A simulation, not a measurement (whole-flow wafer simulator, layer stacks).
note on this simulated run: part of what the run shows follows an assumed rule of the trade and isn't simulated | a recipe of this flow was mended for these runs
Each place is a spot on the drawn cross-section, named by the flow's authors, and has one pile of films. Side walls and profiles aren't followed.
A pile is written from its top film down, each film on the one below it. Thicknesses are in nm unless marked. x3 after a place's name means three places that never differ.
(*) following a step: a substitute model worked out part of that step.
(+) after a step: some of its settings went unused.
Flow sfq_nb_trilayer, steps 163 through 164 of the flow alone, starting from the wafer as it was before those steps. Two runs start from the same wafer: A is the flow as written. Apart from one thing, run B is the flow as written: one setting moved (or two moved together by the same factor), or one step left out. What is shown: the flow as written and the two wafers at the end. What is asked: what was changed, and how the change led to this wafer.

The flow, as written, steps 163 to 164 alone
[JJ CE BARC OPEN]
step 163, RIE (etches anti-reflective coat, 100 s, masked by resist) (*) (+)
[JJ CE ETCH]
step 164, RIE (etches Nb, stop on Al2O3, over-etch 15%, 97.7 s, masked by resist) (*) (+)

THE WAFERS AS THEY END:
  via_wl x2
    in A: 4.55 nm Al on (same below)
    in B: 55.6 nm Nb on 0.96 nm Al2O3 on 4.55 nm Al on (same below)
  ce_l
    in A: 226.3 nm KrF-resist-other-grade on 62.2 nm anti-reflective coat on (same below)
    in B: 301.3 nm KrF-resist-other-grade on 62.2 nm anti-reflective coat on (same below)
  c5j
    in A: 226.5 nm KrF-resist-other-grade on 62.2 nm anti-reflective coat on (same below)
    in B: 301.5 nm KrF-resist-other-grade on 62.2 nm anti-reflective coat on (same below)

What caused this: step 163, RIE: 70 s was run, while the flow as written has 100 s.

Step by step, how the change led to this:
  step 163, RIE (etches anti-reflective coat, 100 s, masked by resist) (*) (+)
      via_wl x2: A -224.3 anti-reflective coat (all of it) | B -175 anti-reflective coat
      ce_l, c5j, ce_r, wl_jj: A -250 KrF-resist-other-grade | B -175 KrF-resist-other-grade
  step 164, RIE (etches Nb, stop on Al2O3, over-etch 15%, 97.7 s, masked by resist) (*) (+)
      via_wl x2: A -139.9 Nb (all of it), -0.96 Al2O3 (all of it) | B -49.3 anti-reflective coat (all of it), -84.3 Nb
With metal films that touch counted as one body, via_wl x2 has 6 bodies (between them, from the top down: Al2O3 0.96; SiO2 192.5; SiO2 192.5; SiO2 192.5; SiO2 192.5); the flow as written gives 5 bodies (between them, from the top down: SiO2 192.5; SiO2 192.5; SiO2 192.5; SiO2 192.5).
